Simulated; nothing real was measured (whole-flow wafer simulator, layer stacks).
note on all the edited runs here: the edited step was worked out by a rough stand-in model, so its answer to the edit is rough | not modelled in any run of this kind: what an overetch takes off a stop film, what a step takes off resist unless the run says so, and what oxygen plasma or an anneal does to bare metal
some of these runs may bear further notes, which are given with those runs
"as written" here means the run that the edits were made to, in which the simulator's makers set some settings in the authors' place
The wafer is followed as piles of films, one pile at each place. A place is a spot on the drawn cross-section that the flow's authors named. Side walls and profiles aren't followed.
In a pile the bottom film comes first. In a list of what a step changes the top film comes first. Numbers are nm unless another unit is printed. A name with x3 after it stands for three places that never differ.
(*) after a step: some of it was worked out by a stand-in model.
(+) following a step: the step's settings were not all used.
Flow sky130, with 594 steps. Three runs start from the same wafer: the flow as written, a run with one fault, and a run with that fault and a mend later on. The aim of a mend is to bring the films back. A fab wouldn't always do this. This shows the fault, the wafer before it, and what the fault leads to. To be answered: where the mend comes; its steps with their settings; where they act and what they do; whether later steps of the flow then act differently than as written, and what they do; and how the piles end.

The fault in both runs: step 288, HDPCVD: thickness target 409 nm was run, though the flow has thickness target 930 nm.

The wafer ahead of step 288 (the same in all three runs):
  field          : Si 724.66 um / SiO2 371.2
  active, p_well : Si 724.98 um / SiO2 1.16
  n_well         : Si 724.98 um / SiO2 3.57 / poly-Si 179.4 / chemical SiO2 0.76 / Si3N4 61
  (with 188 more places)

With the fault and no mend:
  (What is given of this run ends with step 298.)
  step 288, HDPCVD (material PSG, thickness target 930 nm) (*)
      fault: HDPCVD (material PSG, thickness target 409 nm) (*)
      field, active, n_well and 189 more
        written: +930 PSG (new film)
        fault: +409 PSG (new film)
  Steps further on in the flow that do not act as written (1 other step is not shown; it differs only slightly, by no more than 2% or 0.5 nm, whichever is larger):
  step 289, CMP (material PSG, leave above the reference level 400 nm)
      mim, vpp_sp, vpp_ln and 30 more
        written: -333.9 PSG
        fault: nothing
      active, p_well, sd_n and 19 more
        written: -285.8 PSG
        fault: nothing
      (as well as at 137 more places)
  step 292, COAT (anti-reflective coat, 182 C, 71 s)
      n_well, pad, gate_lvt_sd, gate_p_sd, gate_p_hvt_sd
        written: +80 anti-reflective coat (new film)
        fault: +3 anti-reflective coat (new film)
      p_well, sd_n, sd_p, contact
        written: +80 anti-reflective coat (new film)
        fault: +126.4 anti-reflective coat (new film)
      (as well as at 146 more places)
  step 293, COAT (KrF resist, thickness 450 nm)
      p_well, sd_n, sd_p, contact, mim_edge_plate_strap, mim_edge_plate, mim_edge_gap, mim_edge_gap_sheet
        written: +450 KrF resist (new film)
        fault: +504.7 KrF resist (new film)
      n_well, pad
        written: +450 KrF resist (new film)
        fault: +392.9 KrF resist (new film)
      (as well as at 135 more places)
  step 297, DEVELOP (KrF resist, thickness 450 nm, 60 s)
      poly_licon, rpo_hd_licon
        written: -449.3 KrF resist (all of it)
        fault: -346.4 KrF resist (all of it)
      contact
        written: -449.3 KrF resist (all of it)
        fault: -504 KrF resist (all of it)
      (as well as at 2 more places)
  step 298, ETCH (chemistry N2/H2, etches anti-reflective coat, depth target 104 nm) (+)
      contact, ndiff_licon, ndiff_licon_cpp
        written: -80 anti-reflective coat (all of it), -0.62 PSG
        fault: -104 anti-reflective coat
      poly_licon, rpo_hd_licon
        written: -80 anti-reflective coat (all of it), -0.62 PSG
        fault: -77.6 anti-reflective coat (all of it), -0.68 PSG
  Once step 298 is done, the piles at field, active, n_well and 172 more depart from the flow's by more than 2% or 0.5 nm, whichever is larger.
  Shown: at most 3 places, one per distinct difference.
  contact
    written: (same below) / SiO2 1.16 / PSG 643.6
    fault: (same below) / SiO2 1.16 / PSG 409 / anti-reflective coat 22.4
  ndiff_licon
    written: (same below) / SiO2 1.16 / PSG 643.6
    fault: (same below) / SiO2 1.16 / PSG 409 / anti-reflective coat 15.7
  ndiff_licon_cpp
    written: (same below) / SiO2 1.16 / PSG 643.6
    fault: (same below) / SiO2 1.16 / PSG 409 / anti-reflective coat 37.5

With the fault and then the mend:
  The mend follows step 288.
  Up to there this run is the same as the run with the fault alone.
  step 288a, HDPCVD (material PSG, thickness target 521 nm) (*) (the flow's step 288, run once more with other settings)
      field, active, n_well and 189 more
        +521 PSG
  Later steps of the flow that are run all act as written at every place that is followed, up to a difference of at most 2% or 0.5 nm, whichever is larger.
  When the end is reached, the piles differ only a little from the flow's at the places that both follow, at most by 2% or 0.5 nm, whichever is larger.
